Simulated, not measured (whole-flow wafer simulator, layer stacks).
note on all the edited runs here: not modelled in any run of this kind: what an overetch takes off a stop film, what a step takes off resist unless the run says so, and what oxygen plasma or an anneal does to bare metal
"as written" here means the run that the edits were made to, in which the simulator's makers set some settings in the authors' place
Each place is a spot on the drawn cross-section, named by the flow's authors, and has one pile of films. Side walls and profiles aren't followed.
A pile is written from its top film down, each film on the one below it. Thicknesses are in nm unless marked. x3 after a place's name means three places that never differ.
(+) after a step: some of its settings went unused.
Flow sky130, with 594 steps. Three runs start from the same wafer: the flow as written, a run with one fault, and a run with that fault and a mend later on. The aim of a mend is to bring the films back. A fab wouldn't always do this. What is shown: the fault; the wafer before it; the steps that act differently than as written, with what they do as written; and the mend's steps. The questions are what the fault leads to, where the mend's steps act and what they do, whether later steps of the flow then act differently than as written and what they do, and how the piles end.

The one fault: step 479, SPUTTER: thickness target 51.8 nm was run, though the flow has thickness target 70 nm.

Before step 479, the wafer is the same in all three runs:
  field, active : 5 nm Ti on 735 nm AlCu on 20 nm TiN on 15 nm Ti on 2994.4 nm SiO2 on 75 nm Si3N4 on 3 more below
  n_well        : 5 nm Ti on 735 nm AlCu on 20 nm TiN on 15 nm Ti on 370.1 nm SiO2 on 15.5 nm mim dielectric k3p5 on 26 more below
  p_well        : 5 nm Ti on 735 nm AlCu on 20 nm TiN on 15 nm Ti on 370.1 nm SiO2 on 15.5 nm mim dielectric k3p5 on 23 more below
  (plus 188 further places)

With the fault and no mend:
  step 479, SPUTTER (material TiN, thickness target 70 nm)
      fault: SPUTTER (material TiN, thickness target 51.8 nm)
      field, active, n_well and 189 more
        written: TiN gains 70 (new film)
        fault: TiN gains 51.8 (new film)
  Steps further on in the flow that do not act as written (not shown: 11 more steps that differ only slightly, by at most 2% or 0.5 nm, whichever is larger):
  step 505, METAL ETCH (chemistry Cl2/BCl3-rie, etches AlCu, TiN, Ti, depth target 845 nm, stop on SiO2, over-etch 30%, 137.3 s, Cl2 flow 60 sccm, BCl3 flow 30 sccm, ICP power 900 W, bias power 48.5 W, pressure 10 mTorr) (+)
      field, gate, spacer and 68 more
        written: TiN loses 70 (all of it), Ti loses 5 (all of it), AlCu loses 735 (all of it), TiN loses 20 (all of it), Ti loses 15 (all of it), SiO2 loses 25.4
        fault: TiN loses 51.8 (all of it), Ti loses 5 (all of it), AlCu loses 735 (all of it), TiN loses 20 (all of it), Ti loses 15 (all of it), SiO2 loses 27.2
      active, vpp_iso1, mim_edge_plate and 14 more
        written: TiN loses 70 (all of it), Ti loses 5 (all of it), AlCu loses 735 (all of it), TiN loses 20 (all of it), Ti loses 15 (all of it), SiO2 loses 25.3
        fault: TiN loses 51.8 (all of it), Ti loses 5 (all of it), AlCu loses 735 (all of it), TiN loses 20 (all of it), Ti loses 15 (all of it), SiO2 loses 27.2
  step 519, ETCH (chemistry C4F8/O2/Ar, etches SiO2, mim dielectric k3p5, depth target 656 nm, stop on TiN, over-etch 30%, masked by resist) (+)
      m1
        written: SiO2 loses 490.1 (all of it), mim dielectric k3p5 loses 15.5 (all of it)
        fault: SiO2 loses 508.3 (all of it), mim dielectric k3p5 loses 15.5 (all of it)
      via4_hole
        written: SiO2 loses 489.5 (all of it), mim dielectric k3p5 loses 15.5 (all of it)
        fault: SiO2 loses 507.7 (all of it), mim dielectric k3p5 loses 15.5 (all of it)
  By the end, the piles at n_well, p_well, gate_hv and 102 more depart from the flow's by more than 2% or 0.5 nm, whichever is larger.
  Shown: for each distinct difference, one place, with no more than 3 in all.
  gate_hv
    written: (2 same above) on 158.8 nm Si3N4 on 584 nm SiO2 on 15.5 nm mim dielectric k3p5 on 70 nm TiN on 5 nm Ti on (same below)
    fault: (2 same above) on 158.8 nm Si3N4 on 602.2 nm SiO2 on 15.5 nm mim dielectric k3p5 on 51.8 nm TiN on 5 nm Ti on (same below)
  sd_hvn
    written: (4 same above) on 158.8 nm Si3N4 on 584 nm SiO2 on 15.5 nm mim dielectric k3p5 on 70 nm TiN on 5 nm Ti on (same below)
    fault: (4 same above) on 158.8 nm Si3N4 on 602.2 nm SiO2 on 15.5 nm mim dielectric k3p5 on 51.8 nm TiN on 5 nm Ti on (same below)
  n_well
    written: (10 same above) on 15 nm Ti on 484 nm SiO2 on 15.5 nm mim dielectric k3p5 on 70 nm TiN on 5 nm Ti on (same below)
    fault: (10 same above) on 15 nm Ti on 502.2 nm SiO2 on 15.5 nm mim dielectric k3p5 on 51.8 nm TiN on 5 nm Ti on (same below)

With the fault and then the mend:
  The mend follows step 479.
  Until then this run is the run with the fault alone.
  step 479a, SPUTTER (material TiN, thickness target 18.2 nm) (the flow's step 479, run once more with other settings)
      field, active, n_well and 189 more
        TiN gains 18.2
  Later steps of the flow that are run all act as written at every place that is followed.
  By the end, the piles equal the flow's at every place that both follow.
